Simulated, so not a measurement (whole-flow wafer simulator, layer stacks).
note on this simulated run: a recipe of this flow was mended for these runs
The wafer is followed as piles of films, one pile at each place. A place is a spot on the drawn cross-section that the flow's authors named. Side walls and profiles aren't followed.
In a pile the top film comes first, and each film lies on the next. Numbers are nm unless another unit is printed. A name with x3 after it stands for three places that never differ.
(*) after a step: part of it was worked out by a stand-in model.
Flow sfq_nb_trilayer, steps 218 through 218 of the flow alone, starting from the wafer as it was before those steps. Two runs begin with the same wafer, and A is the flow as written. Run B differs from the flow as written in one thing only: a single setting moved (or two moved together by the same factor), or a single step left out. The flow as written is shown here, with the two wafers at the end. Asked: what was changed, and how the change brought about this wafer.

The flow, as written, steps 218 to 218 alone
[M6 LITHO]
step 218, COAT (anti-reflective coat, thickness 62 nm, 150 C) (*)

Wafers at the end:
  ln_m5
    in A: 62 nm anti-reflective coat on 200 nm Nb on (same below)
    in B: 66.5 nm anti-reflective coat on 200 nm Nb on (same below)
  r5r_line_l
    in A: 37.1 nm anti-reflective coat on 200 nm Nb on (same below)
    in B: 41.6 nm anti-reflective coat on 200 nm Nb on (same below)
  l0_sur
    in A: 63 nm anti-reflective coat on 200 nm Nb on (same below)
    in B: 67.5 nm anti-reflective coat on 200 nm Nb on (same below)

The reason: step 218, COAT: thickness 66.5 nm was run, while the flow as written has thickness 62 nm.
The wafer lets one read it off: ln_m5 has anti-reflective coat 66.5, and step 218 as written asks for 62 nm.

The path from the change to this, step by step:
  step 218, COAT (anti-reflective coat, thickness 62 nm, 150 C) (*)
      ln_m5, p4_fl x5, p4_w1 x9 and 51 more: A anti-reflective coat gains 62 (new film) | B anti-reflective coat gains 66.5 (new film)
      r5r_line_l, r5r_line_c, r5r_line_r: A anti-reflective coat gains 37.1 (new film) | B anti-reflective coat gains 41.6 (new film)
      (as well as at 36 more places)
